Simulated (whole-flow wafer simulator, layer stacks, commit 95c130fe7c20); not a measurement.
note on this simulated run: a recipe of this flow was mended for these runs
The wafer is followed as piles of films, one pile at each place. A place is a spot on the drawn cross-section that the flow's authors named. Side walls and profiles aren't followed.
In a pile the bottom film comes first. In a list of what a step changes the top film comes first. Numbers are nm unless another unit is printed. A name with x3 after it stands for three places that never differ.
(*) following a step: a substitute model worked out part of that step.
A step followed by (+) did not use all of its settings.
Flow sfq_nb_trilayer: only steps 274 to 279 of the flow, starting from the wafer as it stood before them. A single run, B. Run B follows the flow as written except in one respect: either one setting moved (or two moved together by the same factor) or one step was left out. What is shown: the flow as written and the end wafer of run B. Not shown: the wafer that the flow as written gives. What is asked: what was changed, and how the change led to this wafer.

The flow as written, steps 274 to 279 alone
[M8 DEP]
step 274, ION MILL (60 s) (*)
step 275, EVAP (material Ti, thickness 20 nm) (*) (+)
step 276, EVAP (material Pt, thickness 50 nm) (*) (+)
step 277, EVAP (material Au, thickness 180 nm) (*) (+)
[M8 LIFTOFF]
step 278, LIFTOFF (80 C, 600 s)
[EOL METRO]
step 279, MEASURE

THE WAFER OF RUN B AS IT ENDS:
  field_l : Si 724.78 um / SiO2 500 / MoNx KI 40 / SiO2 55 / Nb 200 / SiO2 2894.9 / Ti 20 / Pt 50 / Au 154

Cause: step 277, EVAP: thickness 154 nm was run, while the flow as written has thickness 180 nm.
One can read it off the wafer: field_l has Au 154, and step 277 as written asks for 180 nm.

The path from the change to this, step by step:
  step 277, EVAP (material Au, thickness 180 nm) (*) (+)
      field_l, v_sur x3, via_wl x2 and 100 more: Au gains 154 (new film) (in the flow as written it would be: Au gains 180 (new film))
  step 278, LIFTOFF (80 C, 600 s)
      p4_fl x5, p4_w1 x9, p3_s0 x11 and 49 more: Au loses 154 (all of it), Pt loses 50 (all of it), Ti loses 20 (all of it), KrF-resist-other-grade loses 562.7 (all of it), lift-off-underlayer loses 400 (all of it) (in the flow as written it would be: Au loses 180 (all of it), Pt loses 50 (all of it), Ti loses 20 (all of it), KrF-resist-other-grade loses 562.7 (all of it), lift-off-underlayer loses 400 (all of it))
      r_sur, res, r_end: Au loses 154 (all of it), Pt loses 50 (all of it), Ti loses 20 (all of it), KrF-resist-other-grade loses 559.9 (all of it), lift-off-underlayer loses 399.5 (all of it) (in the flow as written it would be: Au loses 180 (all of it), Pt loses 50 (all of it), Ti loses 20 (all of it), KrF-resist-other-grade loses 559.9 (all of it), lift-off-underlayer loses 399.5 (all of it))
      (and at 18 other places as well)
